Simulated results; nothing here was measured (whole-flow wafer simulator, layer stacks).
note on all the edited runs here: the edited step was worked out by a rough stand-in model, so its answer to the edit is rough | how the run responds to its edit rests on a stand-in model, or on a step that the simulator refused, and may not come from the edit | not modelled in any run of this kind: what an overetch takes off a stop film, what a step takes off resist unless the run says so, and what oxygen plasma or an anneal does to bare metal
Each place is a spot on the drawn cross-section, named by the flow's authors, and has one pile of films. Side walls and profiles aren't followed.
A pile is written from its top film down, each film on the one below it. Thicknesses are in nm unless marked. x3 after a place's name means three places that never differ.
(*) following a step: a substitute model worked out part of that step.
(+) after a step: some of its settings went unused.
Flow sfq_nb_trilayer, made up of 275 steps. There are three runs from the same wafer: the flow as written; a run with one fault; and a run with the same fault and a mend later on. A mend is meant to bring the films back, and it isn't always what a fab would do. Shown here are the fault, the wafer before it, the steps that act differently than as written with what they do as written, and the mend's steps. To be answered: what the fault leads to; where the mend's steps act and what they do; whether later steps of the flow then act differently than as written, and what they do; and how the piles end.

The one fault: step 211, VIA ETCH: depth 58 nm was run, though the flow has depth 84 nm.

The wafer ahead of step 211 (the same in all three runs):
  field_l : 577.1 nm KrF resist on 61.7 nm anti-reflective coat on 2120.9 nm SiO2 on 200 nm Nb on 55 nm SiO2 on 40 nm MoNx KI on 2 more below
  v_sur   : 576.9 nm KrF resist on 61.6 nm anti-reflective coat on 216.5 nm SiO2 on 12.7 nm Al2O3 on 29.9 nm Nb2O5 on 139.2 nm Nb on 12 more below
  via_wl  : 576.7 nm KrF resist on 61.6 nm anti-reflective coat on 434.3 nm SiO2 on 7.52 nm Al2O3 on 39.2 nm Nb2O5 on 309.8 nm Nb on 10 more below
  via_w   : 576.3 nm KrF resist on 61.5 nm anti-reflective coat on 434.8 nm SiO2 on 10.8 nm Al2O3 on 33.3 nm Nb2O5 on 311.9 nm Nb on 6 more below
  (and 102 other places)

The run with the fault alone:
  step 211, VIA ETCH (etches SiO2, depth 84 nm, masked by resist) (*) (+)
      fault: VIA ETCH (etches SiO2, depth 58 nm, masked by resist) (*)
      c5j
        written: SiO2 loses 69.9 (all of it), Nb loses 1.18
        fault: SiO2 loses 58
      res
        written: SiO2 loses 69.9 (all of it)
        fault: SiO2 loses 58
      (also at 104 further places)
  Later steps of the flow acting differently than as written (5 other steps are not shown; they differ only slightly, by no more than 2% or 0.5 nm, whichever is larger):
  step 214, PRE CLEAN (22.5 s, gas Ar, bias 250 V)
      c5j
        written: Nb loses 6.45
        fault: SiO2 loses 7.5
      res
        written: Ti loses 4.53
        fault: SiO2 loses 7.5
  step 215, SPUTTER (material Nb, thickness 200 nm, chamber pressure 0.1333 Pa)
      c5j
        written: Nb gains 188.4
        fault: Nb gains 192.4 (new film)
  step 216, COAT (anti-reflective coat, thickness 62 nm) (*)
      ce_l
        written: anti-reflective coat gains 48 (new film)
        fault: anti-reflective coat gains 51.2 (new film)
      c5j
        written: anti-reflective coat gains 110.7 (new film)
        fault: anti-reflective coat gains 102.3 (new film)
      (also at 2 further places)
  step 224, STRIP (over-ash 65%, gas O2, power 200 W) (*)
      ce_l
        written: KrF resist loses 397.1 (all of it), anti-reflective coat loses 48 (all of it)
        fault: KrF resist loses 395.2 (all of it), anti-reflective coat loses 51.2 (all of it)
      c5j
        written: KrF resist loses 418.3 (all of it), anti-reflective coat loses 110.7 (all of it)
        fault: KrF resist loses 412.3 (all of it), anti-reflective coat loses 102.3 (all of it)
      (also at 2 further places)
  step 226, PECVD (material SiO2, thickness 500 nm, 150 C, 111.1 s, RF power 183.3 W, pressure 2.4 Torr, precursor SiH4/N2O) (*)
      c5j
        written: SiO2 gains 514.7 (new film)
        fault: SiO2 gains 500 (new film)
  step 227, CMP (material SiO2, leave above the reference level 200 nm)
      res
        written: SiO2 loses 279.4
        fault: SiO2 loses 290
  By the end, the piles at c5j, res depart from the flow's by more than 2% or 0.5 nm, whichever is larger.
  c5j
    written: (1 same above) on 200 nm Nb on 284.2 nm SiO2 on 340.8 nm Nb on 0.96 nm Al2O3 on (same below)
    fault: (1 same above) on 200 nm Nb on 268.3 nm SiO2 on 192.4 nm Nb on 4.39 nm SiO2 on 160 nm Nb on 0.96 nm Al2O3 on (same below)
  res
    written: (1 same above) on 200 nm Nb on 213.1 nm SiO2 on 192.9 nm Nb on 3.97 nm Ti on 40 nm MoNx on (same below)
    fault: (1 same above) on 200 nm Nb on 202.5 nm SiO2 on 194.7 nm Nb on 4.36 nm SiO2 on 8.5 nm Ti on 40 nm MoNx on (same below)

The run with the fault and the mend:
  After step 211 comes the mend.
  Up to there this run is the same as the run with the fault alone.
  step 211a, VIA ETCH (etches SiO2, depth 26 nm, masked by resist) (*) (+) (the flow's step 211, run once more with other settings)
      field_l, v_sur, via_wl and 101 more
        KrF resist loses 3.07
      c5j
        SiO2 loses 11.9 (all of it), Nb loses 0.49
      res
        SiO2 loses 11.9 (all of it)
  None of the later steps of the flow differs from how it acts as written, at any place that is followed, by more than 2% or 0.5 nm, whichever is larger.
  When the end is reached, the piles differ only a little from the flow's at the places that both follow, at most by 2% or 0.5 nm, whichever is larger.
